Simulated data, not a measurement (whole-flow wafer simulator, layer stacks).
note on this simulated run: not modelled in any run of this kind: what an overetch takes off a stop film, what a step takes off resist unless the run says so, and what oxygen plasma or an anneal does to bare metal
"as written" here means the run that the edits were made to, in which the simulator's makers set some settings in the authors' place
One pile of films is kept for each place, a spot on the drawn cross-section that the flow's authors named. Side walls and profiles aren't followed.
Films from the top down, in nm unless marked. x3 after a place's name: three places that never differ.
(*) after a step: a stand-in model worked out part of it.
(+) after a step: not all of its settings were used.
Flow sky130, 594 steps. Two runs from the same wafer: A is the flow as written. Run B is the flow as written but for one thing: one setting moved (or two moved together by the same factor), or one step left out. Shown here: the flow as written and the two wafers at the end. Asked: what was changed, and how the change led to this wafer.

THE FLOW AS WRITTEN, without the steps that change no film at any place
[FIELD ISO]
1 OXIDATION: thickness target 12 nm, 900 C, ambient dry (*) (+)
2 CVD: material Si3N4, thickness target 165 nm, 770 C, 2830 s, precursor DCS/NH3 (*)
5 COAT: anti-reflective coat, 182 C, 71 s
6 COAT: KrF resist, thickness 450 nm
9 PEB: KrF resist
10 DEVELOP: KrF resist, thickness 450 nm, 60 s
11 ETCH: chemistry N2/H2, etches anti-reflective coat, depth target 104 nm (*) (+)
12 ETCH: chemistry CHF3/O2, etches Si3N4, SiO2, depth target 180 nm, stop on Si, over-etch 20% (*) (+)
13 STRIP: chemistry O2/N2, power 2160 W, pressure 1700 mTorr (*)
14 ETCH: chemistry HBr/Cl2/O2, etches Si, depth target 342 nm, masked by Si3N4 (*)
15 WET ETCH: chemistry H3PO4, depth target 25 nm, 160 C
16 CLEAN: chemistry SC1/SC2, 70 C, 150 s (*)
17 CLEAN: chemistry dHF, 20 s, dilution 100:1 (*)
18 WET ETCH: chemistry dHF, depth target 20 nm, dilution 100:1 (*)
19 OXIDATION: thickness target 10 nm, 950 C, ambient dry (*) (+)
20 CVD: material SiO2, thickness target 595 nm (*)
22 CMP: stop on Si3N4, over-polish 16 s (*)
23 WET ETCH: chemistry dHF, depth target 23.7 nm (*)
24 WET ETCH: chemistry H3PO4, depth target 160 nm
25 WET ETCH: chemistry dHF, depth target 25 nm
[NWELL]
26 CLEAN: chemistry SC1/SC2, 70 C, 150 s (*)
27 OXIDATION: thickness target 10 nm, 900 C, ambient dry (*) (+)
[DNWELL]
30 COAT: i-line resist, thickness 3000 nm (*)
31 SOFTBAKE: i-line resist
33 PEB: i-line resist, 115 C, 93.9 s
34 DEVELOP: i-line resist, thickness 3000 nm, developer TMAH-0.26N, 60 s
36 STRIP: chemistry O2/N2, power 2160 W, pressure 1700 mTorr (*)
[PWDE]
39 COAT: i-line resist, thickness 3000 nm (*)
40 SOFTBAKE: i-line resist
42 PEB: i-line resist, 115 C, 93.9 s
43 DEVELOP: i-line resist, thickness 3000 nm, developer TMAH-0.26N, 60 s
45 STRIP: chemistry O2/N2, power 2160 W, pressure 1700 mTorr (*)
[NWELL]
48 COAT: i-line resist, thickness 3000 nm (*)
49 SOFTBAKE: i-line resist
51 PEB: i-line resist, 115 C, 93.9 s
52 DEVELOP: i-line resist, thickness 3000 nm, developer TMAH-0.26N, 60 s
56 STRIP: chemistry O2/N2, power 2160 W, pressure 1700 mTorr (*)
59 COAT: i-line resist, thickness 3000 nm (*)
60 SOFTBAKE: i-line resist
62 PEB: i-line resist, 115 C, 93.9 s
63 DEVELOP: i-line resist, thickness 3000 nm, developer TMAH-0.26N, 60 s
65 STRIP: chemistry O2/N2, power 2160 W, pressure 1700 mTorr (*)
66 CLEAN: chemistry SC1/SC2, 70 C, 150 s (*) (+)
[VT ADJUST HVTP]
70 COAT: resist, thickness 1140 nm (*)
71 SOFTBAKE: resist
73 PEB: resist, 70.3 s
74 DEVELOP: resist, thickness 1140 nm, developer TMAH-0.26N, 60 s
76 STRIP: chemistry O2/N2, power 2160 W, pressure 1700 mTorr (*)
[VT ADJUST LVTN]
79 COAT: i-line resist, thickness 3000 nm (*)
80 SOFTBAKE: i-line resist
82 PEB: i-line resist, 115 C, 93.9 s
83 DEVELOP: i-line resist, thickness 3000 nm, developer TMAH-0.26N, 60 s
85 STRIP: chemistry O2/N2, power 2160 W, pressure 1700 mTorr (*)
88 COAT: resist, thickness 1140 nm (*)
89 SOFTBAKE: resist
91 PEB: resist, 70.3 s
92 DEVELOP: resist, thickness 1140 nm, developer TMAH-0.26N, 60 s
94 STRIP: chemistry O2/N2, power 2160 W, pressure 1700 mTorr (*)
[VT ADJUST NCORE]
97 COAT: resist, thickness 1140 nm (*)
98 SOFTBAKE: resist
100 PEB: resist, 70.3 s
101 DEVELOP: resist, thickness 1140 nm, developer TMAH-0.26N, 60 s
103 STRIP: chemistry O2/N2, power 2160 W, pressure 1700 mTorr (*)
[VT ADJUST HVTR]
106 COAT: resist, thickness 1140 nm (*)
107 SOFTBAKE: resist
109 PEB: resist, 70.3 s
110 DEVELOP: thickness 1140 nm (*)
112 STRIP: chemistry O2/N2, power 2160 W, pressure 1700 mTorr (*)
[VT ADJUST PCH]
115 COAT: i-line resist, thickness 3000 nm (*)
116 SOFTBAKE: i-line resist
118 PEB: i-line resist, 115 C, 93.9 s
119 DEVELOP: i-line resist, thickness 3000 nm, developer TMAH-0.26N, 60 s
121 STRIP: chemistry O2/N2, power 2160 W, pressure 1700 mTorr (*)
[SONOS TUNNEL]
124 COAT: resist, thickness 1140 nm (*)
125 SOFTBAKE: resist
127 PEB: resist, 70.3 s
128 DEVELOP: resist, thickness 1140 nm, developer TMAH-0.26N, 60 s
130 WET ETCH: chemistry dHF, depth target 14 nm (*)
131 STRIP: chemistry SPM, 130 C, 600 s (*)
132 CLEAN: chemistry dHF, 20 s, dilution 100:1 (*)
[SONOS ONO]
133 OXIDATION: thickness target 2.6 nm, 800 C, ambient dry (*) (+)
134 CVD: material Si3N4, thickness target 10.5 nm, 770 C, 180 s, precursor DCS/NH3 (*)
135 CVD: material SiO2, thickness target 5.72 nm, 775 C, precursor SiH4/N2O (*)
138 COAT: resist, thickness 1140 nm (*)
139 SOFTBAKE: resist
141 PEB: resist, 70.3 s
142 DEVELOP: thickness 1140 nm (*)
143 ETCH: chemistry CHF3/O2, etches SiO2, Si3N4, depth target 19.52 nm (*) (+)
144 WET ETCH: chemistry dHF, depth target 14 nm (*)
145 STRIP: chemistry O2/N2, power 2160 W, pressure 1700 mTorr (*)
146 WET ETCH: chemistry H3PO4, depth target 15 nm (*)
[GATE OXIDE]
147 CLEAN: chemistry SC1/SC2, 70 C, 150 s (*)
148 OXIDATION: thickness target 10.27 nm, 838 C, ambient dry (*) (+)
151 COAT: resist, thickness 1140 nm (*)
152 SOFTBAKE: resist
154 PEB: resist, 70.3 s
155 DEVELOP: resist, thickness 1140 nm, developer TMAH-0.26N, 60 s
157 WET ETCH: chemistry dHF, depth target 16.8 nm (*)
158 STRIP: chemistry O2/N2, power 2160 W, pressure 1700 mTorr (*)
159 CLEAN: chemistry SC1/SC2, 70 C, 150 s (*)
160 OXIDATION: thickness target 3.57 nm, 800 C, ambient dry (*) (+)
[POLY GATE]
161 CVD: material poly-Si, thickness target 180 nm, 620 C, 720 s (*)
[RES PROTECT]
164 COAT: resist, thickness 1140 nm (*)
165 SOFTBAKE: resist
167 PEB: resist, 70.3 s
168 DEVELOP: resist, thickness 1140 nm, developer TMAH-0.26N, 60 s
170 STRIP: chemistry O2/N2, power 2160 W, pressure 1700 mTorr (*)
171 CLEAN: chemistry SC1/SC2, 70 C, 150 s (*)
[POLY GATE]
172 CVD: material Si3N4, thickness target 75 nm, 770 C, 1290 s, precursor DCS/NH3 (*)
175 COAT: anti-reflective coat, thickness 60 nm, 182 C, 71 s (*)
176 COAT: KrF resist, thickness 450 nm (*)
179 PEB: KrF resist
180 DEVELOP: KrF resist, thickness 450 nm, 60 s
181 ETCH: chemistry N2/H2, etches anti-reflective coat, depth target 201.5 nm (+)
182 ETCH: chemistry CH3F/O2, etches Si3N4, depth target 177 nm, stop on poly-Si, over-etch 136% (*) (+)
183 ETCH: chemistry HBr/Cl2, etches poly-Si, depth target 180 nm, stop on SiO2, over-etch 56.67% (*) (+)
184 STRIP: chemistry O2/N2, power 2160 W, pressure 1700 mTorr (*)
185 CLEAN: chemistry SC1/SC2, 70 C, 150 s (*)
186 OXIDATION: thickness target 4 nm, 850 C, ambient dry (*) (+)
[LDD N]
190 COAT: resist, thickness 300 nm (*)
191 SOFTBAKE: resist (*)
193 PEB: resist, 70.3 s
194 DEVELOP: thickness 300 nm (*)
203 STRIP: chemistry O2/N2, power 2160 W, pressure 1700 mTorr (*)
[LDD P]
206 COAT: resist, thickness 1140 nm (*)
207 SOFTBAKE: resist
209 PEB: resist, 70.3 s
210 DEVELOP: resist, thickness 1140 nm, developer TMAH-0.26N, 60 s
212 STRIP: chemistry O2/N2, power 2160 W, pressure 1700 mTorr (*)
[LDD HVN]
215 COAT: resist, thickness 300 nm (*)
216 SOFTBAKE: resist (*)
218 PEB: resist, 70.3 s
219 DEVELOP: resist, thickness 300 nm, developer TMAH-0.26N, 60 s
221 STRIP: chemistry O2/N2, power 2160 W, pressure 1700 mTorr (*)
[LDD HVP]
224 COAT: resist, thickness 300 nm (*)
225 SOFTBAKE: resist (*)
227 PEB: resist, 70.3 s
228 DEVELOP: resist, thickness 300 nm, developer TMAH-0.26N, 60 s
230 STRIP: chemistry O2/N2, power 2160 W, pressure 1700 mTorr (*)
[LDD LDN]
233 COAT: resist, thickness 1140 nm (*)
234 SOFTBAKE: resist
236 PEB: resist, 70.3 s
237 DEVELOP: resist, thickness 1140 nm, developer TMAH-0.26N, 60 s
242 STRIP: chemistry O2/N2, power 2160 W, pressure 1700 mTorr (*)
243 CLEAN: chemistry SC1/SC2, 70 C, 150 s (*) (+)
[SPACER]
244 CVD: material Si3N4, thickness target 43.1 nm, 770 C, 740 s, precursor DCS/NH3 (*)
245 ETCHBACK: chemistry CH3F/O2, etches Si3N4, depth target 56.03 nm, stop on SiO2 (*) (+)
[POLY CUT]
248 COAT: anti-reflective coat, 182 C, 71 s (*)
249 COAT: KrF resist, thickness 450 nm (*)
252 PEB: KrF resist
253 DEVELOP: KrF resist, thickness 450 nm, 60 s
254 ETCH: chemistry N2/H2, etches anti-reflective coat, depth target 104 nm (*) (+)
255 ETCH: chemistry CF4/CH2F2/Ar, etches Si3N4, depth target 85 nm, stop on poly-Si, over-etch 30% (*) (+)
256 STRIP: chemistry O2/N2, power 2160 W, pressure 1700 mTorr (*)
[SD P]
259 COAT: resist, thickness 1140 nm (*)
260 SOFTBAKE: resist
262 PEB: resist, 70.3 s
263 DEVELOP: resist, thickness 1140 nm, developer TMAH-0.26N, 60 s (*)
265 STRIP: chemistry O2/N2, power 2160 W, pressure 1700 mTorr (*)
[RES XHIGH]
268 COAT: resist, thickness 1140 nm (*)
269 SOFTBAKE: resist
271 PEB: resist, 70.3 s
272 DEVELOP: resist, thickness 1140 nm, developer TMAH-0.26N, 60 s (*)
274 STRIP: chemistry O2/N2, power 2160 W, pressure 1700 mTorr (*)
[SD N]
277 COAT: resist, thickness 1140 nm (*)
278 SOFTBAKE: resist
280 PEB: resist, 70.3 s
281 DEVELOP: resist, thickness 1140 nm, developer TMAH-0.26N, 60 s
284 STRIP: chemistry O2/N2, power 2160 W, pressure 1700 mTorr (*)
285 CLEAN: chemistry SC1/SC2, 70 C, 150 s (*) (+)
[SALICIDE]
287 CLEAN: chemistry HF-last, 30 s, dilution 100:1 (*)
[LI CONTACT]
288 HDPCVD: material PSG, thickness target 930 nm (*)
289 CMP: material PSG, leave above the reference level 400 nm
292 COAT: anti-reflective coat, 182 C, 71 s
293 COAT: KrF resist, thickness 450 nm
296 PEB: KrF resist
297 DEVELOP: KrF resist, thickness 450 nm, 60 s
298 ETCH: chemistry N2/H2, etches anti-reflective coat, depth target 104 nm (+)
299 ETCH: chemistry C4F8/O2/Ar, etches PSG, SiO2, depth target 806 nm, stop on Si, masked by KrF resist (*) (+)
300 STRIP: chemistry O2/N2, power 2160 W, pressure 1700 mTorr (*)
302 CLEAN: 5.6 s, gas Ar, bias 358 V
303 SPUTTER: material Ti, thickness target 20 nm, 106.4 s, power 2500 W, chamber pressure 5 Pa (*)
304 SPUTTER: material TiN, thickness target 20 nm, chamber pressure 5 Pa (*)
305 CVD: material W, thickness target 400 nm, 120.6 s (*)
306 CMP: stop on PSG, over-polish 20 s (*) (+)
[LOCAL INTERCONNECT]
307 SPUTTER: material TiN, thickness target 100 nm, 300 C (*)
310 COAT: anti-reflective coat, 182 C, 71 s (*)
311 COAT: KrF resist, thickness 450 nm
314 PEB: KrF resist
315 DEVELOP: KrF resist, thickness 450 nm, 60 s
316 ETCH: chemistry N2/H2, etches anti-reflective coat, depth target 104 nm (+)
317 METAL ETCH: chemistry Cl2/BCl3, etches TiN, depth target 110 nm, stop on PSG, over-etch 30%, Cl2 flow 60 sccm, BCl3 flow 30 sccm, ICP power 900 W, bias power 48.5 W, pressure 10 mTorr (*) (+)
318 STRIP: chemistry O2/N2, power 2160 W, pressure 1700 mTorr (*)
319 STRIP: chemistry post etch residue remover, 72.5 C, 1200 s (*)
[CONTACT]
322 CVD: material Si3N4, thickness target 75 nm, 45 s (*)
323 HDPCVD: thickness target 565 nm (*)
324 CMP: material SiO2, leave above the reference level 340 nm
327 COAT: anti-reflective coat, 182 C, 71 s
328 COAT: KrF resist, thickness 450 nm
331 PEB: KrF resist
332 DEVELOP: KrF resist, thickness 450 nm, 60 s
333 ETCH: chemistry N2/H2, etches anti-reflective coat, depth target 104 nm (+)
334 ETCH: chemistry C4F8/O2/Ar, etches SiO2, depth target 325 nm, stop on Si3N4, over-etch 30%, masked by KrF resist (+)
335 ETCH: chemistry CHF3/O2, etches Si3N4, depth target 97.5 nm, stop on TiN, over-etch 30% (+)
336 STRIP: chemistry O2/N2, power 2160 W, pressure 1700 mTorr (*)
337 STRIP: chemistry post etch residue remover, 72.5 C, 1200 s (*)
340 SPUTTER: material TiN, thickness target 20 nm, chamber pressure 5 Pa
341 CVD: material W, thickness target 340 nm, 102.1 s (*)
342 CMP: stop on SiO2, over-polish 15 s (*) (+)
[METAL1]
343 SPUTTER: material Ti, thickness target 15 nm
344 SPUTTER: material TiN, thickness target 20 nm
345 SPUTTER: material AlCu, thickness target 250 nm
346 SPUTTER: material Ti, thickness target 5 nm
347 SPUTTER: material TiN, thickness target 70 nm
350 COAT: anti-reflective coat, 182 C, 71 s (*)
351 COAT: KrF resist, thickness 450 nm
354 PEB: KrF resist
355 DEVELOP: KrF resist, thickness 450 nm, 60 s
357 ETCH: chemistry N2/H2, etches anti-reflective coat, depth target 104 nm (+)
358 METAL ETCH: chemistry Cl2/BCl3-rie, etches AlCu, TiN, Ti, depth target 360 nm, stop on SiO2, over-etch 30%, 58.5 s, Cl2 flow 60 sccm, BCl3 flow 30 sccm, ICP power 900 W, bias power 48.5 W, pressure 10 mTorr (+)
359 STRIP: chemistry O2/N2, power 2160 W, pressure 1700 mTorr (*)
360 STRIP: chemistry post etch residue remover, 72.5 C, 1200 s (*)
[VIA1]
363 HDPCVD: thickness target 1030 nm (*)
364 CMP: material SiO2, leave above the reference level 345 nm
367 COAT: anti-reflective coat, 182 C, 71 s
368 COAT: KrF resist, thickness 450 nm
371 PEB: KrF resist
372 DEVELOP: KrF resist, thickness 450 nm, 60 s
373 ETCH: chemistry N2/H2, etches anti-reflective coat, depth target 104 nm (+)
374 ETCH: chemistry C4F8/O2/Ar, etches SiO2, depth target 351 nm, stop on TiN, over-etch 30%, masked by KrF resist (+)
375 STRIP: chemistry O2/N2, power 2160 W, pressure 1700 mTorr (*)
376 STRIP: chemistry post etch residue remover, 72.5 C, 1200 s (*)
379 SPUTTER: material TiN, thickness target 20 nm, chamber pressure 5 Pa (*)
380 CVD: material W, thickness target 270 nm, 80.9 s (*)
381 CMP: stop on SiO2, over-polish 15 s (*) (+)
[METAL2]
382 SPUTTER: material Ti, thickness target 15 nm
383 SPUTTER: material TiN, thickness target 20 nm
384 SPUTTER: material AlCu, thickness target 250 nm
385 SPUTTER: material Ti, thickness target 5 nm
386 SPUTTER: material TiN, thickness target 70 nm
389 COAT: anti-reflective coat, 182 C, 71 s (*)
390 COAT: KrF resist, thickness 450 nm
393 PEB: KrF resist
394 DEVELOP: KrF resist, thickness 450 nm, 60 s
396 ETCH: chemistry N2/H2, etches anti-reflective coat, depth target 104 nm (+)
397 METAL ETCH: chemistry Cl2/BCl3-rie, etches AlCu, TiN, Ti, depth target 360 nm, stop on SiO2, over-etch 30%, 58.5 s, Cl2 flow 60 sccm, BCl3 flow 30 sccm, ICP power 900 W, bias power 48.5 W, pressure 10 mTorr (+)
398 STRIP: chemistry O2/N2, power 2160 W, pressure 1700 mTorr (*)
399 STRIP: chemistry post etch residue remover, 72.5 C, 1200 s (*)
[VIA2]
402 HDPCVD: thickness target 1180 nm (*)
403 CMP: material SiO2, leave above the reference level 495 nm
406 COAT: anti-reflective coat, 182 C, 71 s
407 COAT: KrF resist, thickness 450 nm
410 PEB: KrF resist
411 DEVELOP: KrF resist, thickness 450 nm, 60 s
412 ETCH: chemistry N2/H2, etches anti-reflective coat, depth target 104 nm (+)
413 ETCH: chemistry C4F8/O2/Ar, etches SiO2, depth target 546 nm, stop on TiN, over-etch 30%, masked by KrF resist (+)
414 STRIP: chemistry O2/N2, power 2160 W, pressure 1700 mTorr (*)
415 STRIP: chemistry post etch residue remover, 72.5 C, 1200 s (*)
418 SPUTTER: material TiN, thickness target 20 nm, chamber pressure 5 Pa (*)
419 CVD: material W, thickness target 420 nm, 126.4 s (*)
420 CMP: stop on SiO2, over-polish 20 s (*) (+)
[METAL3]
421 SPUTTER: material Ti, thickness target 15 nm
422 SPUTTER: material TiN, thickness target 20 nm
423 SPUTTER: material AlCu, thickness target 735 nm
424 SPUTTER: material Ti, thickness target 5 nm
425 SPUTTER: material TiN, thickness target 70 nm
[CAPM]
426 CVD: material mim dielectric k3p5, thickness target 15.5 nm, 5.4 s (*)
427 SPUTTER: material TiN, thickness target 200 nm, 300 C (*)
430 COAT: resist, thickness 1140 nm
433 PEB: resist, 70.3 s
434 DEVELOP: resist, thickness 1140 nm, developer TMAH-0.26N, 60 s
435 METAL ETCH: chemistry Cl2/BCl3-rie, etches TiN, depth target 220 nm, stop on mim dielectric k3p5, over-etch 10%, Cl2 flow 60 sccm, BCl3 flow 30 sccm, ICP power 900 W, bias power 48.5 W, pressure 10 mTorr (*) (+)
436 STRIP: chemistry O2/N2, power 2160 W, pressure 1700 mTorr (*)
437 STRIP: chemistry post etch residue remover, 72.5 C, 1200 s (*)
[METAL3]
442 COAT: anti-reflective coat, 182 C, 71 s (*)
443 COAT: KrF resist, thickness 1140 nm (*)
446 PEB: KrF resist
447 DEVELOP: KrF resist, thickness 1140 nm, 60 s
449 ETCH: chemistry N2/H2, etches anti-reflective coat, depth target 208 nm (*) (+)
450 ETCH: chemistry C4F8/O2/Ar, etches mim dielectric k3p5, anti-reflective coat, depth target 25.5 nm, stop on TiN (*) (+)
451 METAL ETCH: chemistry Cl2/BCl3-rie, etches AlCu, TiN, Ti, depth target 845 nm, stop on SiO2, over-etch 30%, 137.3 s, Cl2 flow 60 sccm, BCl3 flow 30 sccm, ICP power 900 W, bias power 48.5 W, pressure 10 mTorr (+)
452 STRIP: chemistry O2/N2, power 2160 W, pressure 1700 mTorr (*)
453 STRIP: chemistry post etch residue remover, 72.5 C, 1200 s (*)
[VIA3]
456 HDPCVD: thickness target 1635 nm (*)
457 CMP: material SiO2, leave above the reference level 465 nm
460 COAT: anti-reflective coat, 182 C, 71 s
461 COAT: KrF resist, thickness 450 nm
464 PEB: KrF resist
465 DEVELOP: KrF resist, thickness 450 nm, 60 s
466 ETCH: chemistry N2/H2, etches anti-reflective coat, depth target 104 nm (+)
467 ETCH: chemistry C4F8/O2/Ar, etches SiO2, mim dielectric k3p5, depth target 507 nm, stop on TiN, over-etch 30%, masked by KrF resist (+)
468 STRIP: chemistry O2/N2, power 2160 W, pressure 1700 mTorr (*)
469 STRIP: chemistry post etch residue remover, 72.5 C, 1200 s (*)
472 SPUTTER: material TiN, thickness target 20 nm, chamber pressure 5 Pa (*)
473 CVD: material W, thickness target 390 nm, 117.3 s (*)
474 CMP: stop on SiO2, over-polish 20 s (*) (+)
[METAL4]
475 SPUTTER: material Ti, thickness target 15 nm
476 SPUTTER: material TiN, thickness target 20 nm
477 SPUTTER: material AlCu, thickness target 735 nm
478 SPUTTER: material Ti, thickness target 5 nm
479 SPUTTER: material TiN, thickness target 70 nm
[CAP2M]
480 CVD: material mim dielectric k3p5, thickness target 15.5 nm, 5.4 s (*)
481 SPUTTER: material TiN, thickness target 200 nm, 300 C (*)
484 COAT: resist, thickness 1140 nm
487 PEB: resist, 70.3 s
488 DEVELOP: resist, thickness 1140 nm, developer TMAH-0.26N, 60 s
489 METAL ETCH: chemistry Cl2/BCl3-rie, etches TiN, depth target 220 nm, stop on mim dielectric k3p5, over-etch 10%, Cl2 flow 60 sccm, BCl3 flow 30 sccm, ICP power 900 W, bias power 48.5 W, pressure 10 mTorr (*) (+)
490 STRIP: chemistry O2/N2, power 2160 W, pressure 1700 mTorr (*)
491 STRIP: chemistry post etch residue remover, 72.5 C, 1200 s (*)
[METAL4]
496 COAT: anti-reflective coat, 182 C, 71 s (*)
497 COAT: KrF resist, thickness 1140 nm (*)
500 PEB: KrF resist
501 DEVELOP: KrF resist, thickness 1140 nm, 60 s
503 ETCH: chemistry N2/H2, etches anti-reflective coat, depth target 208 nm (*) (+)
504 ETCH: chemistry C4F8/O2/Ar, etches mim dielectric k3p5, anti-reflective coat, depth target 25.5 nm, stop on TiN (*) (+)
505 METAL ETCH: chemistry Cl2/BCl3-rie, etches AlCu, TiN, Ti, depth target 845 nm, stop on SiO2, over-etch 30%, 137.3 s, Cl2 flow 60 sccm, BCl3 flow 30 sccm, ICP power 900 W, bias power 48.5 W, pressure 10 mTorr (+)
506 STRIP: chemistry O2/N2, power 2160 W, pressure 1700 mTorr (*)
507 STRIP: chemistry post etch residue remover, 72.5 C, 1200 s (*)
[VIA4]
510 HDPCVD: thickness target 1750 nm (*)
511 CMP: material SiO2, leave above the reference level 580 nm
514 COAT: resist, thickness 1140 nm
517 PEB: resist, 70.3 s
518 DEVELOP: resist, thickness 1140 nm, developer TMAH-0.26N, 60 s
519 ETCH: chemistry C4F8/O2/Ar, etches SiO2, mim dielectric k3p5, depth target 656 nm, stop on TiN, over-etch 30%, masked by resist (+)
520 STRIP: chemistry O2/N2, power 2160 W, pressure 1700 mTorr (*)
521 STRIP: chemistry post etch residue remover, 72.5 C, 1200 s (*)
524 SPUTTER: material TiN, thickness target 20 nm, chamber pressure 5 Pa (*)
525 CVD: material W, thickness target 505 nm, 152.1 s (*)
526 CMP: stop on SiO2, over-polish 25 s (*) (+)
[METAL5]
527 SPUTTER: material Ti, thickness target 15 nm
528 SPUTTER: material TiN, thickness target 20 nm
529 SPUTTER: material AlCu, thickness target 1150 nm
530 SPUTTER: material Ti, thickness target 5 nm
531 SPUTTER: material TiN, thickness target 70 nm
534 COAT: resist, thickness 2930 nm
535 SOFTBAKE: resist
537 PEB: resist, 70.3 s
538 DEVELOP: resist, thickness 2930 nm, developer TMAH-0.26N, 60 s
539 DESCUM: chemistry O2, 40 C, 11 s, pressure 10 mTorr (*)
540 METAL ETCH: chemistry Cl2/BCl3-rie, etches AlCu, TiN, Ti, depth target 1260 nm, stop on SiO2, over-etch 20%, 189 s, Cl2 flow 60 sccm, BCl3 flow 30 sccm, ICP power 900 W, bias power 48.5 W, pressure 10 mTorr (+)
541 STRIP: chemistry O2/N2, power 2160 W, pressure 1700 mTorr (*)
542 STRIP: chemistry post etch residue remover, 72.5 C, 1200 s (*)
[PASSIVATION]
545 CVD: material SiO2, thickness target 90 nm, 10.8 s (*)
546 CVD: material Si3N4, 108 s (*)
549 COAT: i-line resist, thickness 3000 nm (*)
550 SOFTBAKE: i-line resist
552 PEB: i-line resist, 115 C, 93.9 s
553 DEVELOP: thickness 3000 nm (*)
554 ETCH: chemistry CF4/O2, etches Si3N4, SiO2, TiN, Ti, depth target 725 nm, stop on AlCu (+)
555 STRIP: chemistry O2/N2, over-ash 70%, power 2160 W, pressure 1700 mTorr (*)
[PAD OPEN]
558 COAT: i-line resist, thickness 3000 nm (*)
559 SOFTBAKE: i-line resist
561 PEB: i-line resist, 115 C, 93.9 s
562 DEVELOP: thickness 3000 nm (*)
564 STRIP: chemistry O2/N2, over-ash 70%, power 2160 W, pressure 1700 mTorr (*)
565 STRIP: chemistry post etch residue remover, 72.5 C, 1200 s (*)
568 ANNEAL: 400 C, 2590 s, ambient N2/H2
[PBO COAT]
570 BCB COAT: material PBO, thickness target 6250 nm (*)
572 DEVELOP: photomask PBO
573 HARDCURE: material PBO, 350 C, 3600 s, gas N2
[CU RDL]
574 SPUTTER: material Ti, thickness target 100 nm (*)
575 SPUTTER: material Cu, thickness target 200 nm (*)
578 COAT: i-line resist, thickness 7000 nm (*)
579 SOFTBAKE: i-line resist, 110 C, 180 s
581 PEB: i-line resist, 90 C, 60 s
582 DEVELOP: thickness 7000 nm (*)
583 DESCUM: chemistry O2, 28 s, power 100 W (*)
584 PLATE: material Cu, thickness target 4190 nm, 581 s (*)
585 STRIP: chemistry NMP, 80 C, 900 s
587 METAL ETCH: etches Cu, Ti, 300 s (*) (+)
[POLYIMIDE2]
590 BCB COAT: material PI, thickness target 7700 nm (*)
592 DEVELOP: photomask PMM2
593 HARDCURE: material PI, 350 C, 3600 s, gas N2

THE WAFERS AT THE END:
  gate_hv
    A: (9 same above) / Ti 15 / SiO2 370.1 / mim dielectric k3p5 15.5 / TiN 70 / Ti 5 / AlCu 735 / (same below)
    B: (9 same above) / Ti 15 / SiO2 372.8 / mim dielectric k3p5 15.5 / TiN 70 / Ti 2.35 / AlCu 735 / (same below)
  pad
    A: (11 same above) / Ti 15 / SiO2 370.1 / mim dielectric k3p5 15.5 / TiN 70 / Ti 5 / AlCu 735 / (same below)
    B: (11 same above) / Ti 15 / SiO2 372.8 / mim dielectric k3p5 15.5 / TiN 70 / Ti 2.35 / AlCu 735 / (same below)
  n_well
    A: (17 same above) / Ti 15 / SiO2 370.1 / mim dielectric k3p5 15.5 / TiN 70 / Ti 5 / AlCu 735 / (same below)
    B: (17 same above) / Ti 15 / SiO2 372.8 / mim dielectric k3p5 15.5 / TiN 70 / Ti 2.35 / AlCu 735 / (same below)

The cause: step 424, SPUTTER: thickness target 2.35 nm was run, where the flow has thickness target 5 nm.
It can be read off the wafer: gate_hv has Ti 2.35, and step 424 as written asks for 5 nm.

How the change led to this, step by step:
  424 SPUTTER: material Ti, thickness target 5 nm
      field, active, n_well and 188 more: A Ti +5 (new film) | B Ti +2.35 (new film)
  451 METAL ETCH: chemistry Cl2/BCl3-rie, etches AlCu, TiN, Ti, depth target 845 nm, stop on SiO2, over-etch 30%, 137.3 s, Cl2 flow 60 sccm, BCl3 flow 30 sccm, ICP power 900 W, bias power 48.5 W, pressure 10 mTorr (+)
      field, gate, spacer and 68 more: A TiN -70 (all of it), Ti -5 (all of it), AlCu -735 (all of it), TiN -20 (all of it), Ti -15 (all of it), SiO2 -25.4 | B TiN -70 (all of it), Ti -2.35 (all of it), AlCu -735 (all of it), TiN -20 (all of it), Ti -15 (all of it), SiO2 -25.6
      active, vpp_ln, vpp_iso2 and 11 more: A TiN -70 (all of it), Ti -5 (all of it), AlCu -735 (all of it), TiN -20 (all of it), Ti -15 (all of it), SiO2 -25.3 | B TiN -70 (all of it), Ti -2.35 (all of it), AlCu -735 (all of it), TiN -20 (all of it), Ti -15 (all of it), SiO2 -25.6
